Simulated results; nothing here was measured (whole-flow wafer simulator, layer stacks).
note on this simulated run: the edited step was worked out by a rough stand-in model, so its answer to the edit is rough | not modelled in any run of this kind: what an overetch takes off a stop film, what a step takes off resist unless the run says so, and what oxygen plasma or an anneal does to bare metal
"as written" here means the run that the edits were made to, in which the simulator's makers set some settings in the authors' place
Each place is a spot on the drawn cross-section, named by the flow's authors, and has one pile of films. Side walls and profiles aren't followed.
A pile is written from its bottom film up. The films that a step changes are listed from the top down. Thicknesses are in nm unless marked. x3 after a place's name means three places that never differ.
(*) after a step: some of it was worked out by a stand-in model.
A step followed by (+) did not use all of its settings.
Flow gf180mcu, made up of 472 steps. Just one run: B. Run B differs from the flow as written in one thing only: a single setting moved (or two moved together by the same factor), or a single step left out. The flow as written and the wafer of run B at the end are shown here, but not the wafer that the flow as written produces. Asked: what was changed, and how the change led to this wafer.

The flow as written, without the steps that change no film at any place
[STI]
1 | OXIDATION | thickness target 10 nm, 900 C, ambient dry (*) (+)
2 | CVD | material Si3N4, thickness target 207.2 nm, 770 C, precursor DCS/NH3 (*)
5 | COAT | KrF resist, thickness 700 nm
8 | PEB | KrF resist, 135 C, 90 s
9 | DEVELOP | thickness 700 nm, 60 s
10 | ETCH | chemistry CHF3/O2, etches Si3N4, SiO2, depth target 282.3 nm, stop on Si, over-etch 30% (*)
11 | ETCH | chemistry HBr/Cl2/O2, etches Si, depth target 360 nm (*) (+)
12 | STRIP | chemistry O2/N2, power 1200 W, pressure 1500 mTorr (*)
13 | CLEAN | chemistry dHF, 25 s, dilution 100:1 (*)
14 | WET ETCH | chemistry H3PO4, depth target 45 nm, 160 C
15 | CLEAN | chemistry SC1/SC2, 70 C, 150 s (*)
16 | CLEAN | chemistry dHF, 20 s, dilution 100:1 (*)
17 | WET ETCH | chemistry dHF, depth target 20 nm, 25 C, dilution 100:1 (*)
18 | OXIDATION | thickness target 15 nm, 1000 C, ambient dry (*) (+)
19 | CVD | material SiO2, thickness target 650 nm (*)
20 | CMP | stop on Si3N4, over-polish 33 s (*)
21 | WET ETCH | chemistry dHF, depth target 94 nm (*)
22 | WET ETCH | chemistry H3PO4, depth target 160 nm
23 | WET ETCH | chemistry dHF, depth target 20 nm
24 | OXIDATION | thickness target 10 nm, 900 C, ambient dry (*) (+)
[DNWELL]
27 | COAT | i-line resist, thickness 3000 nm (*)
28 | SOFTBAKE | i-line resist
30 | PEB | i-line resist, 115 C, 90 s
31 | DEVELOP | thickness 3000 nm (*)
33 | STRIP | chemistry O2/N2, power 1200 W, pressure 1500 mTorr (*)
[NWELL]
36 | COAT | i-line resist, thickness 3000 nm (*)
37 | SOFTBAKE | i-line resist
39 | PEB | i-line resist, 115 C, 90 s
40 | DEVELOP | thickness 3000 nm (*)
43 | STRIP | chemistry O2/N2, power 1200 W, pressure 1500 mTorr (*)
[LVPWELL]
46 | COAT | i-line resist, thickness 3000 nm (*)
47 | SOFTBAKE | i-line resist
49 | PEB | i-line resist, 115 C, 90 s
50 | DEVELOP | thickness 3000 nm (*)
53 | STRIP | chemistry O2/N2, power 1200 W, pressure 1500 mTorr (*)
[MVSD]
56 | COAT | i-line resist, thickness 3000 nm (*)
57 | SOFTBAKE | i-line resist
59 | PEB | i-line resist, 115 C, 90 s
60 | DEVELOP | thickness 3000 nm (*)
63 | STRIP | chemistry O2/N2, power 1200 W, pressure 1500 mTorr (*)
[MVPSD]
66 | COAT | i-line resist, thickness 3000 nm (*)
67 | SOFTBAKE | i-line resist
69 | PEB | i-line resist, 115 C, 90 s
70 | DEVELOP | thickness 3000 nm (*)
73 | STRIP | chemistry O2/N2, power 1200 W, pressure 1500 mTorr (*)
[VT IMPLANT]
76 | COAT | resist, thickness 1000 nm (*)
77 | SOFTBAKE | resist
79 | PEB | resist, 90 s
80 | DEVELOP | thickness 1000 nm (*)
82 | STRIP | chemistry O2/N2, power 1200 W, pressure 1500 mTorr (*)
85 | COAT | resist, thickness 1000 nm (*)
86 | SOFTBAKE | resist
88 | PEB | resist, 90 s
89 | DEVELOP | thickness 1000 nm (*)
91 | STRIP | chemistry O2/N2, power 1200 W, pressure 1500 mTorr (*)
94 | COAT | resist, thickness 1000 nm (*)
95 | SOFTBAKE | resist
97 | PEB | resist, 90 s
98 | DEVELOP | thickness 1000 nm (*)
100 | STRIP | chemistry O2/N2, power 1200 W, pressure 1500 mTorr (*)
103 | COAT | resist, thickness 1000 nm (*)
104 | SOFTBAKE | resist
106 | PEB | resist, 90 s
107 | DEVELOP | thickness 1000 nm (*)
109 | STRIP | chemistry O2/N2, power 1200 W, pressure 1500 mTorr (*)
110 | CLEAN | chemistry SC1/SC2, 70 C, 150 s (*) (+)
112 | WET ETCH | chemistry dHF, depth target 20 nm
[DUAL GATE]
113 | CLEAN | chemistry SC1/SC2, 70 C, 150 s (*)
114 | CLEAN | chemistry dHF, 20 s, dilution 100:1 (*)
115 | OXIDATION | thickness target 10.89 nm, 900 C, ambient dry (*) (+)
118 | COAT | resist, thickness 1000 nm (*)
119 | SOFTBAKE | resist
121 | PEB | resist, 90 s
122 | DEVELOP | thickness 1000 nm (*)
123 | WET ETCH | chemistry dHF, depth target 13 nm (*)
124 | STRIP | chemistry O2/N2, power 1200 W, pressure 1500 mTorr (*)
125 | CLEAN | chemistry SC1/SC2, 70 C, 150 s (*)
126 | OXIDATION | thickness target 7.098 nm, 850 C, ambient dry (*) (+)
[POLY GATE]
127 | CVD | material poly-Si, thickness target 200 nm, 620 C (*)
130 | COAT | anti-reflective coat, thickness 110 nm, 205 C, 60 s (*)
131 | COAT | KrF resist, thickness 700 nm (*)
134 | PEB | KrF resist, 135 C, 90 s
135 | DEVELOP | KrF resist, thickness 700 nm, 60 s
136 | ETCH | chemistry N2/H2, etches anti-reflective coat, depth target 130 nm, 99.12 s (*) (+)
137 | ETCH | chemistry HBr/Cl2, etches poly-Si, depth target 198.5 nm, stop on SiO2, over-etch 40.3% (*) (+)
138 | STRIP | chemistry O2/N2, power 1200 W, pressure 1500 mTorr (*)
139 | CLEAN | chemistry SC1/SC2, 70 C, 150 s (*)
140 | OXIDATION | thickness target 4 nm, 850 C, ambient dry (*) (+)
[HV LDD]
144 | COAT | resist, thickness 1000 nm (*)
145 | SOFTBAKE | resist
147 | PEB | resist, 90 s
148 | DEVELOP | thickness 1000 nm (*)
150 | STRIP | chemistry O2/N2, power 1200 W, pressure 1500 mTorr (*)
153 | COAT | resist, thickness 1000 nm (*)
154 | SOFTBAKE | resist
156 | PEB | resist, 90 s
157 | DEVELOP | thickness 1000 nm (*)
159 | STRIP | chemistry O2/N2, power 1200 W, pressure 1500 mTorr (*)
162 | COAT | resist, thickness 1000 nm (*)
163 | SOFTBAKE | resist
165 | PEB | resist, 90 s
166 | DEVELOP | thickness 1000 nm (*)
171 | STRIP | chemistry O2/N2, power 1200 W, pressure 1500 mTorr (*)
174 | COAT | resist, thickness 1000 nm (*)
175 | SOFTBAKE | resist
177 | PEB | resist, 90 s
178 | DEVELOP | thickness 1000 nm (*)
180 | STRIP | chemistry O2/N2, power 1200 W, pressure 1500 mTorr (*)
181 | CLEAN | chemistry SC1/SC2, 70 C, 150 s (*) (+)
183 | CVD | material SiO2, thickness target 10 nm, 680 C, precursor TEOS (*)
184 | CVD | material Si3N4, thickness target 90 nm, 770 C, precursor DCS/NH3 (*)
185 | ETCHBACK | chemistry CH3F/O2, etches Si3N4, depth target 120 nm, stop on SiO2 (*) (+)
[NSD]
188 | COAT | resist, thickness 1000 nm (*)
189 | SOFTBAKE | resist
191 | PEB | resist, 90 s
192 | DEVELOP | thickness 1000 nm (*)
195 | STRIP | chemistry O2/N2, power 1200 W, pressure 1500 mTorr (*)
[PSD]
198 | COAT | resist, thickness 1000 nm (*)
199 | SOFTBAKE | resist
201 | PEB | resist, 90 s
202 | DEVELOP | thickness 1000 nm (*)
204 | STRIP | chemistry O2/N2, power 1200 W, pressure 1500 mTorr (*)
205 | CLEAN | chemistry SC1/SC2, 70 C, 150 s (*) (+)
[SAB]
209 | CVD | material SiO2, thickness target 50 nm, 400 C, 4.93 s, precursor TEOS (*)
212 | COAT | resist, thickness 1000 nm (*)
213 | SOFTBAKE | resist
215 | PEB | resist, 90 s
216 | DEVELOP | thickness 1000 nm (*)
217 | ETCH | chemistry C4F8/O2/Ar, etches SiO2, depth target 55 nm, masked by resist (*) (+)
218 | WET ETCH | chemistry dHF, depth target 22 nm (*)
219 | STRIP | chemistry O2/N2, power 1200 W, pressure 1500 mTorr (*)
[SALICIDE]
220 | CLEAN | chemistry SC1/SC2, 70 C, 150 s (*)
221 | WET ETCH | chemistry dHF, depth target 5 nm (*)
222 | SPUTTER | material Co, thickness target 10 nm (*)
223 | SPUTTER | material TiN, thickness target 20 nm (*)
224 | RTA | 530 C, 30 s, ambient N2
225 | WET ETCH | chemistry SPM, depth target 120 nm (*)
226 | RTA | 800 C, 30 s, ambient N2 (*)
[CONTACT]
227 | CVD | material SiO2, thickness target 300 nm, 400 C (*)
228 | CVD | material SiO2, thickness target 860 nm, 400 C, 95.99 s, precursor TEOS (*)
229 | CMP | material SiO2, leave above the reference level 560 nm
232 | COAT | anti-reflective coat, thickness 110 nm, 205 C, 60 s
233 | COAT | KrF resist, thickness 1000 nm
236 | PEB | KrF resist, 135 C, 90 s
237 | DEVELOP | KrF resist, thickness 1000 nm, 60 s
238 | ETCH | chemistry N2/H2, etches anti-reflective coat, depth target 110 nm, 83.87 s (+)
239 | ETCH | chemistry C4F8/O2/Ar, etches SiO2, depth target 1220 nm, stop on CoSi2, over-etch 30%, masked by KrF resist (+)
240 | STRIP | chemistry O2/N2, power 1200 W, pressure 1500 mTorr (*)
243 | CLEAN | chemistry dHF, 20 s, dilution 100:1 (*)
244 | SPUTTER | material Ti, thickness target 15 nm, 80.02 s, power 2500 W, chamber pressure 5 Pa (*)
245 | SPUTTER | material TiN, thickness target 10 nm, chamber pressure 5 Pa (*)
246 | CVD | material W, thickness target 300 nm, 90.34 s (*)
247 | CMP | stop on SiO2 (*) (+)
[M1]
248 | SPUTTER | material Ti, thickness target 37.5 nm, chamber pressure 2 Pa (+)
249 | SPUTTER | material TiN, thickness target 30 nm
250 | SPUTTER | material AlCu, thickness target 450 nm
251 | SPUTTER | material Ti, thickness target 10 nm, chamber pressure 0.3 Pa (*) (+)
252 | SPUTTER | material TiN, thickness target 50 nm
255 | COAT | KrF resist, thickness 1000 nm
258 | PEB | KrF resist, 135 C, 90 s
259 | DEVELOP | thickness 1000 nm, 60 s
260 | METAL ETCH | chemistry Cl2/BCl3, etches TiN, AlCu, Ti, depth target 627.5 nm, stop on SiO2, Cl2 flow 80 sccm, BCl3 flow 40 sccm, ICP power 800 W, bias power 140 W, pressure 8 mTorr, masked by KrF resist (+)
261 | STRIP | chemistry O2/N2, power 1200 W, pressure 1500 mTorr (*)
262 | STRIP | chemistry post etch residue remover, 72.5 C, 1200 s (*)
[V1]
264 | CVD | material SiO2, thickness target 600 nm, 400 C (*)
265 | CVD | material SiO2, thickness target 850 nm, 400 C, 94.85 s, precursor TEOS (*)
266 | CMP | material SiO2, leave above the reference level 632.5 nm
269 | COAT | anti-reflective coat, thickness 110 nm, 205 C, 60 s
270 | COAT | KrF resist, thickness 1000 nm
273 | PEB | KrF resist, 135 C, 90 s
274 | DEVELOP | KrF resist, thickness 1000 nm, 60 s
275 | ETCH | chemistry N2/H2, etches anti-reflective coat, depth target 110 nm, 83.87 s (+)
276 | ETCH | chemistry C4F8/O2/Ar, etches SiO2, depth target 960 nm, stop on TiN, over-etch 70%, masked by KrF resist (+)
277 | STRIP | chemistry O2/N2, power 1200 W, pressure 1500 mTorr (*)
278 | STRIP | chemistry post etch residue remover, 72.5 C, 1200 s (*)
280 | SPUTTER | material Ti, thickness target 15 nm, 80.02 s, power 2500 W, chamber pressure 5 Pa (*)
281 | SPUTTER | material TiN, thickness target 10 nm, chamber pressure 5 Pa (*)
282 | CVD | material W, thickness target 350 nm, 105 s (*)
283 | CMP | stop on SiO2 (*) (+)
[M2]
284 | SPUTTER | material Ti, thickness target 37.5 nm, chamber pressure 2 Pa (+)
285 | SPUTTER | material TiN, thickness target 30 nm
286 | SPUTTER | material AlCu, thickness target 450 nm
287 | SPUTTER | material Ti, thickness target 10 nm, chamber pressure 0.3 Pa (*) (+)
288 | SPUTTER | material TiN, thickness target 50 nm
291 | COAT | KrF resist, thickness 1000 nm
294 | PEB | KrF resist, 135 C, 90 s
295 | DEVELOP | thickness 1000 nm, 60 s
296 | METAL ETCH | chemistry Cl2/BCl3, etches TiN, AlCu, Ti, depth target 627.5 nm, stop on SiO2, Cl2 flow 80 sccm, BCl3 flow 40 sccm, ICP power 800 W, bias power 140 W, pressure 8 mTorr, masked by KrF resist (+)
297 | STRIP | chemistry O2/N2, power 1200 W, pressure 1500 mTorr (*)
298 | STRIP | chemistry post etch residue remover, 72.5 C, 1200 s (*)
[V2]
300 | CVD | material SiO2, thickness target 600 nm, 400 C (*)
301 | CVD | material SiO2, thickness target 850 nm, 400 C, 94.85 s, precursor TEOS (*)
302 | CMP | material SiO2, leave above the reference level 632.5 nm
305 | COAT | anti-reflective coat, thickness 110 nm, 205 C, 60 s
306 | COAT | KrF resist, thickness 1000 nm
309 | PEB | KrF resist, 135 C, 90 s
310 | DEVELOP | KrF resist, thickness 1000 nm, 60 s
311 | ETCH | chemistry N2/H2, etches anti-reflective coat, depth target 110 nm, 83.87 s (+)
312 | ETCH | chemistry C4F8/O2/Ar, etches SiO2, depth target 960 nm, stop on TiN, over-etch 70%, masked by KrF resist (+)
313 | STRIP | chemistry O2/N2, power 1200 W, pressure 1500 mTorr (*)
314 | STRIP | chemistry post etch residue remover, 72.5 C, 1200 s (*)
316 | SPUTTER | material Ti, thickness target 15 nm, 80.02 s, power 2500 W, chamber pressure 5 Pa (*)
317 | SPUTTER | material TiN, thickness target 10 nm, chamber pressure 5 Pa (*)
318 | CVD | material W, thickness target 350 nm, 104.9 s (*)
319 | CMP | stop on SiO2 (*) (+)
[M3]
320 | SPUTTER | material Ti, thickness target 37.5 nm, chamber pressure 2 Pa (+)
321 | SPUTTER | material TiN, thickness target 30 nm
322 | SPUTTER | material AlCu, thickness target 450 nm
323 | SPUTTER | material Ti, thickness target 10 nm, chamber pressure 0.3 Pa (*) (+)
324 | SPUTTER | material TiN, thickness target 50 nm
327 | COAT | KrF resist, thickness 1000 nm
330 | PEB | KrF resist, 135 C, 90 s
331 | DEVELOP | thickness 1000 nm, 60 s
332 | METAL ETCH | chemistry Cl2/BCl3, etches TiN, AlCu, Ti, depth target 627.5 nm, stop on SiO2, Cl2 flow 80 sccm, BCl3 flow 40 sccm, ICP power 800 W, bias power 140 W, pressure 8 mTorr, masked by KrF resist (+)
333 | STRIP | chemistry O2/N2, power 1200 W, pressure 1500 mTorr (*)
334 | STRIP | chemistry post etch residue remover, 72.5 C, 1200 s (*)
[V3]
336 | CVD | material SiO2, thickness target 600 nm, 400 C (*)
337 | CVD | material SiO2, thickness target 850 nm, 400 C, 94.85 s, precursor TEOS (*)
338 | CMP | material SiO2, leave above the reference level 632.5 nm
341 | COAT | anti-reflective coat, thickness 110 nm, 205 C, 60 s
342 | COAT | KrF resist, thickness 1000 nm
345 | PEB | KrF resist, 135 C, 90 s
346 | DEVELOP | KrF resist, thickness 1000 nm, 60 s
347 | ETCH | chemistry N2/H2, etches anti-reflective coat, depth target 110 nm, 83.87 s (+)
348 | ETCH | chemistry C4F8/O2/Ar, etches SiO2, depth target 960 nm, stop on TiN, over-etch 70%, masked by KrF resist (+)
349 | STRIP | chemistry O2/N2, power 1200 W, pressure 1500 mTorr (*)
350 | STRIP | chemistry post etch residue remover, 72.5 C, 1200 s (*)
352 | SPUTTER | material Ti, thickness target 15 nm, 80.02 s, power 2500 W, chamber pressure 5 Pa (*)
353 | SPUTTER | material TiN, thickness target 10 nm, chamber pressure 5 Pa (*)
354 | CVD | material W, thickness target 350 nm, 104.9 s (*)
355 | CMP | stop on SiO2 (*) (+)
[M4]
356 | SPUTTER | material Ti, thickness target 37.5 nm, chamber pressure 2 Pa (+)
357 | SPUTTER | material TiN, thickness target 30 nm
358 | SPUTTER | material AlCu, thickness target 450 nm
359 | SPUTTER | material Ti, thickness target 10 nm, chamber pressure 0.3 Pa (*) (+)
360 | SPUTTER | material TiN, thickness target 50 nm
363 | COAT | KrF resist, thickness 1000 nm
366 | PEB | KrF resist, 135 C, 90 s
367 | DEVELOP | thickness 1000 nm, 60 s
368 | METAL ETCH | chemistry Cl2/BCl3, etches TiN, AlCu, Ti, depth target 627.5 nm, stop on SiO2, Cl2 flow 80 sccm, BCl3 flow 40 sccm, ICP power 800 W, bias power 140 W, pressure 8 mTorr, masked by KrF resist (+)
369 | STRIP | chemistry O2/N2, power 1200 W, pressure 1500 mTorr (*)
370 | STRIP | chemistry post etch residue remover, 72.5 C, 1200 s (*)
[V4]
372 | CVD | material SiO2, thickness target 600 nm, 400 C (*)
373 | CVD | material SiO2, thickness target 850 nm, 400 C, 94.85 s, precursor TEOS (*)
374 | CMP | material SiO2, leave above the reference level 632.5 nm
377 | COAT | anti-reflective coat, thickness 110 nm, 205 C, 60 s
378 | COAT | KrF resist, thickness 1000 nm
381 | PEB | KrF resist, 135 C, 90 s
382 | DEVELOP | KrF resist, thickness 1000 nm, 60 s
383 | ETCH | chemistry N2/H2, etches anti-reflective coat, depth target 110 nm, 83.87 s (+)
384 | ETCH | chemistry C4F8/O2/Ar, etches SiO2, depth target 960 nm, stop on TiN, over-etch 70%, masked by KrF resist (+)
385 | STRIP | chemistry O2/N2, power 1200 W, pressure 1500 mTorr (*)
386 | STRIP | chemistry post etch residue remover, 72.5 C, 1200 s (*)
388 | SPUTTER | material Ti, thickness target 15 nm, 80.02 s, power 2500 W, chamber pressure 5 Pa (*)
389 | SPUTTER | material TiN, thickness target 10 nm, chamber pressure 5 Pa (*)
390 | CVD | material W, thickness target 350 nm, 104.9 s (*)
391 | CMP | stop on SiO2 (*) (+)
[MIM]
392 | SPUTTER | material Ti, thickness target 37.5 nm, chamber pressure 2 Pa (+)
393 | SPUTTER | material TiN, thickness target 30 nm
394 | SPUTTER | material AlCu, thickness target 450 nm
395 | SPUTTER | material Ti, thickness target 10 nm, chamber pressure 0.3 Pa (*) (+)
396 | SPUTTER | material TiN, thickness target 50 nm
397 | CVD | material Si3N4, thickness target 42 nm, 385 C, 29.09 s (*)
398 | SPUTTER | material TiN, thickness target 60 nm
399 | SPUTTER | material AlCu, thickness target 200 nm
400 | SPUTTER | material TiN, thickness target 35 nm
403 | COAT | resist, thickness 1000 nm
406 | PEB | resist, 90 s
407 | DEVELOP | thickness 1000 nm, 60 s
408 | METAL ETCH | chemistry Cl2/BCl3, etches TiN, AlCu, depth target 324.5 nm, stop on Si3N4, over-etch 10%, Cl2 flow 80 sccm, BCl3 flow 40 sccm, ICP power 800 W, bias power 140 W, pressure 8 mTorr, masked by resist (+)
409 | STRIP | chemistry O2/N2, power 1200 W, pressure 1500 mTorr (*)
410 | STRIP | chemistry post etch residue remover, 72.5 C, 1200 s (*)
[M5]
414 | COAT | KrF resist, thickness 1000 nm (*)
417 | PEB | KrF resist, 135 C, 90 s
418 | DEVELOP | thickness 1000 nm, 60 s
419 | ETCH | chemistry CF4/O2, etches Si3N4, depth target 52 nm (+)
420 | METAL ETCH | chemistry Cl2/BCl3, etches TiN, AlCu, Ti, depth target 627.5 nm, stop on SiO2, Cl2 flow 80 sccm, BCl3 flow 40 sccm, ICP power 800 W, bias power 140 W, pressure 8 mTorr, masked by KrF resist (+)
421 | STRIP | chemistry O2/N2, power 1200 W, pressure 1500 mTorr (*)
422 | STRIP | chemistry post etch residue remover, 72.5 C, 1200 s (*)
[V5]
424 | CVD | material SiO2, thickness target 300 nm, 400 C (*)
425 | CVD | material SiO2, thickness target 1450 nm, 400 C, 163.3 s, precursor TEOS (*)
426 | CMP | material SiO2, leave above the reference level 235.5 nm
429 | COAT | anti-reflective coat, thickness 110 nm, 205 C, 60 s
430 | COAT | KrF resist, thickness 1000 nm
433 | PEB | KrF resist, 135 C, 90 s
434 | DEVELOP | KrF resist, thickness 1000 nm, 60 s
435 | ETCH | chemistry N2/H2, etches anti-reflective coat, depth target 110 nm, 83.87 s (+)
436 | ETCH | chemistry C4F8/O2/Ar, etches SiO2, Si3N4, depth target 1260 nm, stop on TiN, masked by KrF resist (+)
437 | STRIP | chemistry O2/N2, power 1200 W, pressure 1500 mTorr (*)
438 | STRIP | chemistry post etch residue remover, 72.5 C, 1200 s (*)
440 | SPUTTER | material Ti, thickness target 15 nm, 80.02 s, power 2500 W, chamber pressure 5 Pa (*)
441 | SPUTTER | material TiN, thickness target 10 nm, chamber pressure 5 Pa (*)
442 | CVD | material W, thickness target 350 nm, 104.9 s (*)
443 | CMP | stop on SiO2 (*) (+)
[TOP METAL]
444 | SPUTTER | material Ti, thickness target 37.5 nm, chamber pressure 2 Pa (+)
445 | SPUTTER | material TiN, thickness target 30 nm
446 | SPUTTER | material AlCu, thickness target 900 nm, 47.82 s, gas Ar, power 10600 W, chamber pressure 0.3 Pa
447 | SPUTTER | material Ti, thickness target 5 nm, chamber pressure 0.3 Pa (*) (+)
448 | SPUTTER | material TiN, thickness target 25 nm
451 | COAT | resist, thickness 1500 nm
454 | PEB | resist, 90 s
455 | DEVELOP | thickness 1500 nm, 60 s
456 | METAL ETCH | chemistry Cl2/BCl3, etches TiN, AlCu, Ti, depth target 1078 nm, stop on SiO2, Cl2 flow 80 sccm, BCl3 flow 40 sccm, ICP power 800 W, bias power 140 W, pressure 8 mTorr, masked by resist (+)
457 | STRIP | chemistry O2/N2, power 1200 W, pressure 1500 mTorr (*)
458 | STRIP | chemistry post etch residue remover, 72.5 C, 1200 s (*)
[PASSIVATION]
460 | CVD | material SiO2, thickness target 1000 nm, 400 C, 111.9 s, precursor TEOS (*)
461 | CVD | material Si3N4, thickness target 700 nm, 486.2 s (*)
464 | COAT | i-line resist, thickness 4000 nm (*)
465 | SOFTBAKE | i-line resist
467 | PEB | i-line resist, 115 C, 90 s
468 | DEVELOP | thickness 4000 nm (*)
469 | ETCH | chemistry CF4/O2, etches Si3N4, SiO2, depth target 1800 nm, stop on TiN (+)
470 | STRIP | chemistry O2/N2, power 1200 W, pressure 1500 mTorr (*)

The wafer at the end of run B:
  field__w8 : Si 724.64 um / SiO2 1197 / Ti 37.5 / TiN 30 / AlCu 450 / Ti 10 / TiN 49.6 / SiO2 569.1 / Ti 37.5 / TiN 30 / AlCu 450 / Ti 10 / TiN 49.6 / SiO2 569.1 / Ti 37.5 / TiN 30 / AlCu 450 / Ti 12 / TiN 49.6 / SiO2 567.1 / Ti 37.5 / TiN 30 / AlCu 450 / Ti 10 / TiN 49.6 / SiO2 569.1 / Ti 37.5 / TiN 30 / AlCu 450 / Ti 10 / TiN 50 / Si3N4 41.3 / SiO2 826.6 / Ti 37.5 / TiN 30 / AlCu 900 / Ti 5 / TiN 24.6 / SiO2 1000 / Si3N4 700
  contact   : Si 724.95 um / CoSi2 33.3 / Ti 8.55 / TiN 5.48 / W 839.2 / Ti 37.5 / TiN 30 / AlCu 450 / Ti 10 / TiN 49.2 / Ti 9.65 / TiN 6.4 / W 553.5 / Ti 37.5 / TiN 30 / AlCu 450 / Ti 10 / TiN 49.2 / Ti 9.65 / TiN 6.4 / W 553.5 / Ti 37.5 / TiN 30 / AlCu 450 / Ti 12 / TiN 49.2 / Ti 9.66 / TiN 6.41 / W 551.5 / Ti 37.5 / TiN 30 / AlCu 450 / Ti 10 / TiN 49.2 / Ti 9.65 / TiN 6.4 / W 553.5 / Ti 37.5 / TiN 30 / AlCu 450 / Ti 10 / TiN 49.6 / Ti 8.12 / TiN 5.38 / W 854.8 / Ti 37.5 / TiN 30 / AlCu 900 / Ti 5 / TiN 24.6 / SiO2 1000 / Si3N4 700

Cause: step 323, SPUTTER: thickness target 12 nm was run, whereas the flow has thickness target 10 nm.
The wafer lets one read it off: field__w8 has Ti 12, and step 323 as written asks for 10 nm.

The path from the change to this, step by step:
  323 | SPUTTER | material Ti, thickness target 10 nm, chamber pressure 0.3 Pa (*) (+)
      field, field__w1, field__w2 and 108 more: Ti gains 12 (new film) (it would be, as written: Ti gains 10 (new film))
  332 | METAL ETCH | chemistry Cl2/BCl3, etches TiN, AlCu, Ti, depth target 627.5 nm, stop on SiO2, Cl2 flow 80 sccm, BCl3 flow 40 sccm, ICP power 800 W, bias power 140 W, pressure 8 mTorr, masked by KrF resist (+)
      field, field__w1, field__w2 and 103 more: TiN loses 50 (all of it), Ti loses 12 (all of it), AlCu loses 450 (all of it), TiN loses 30 (all of it), Ti loses 37.5 (all of it) (it would be, as written: TiN loses 50 (all of it), Ti loses 10 (all of it), AlCu loses 450 (all of it), TiN loses 30 (all of it), Ti loses 37.5 (all of it))
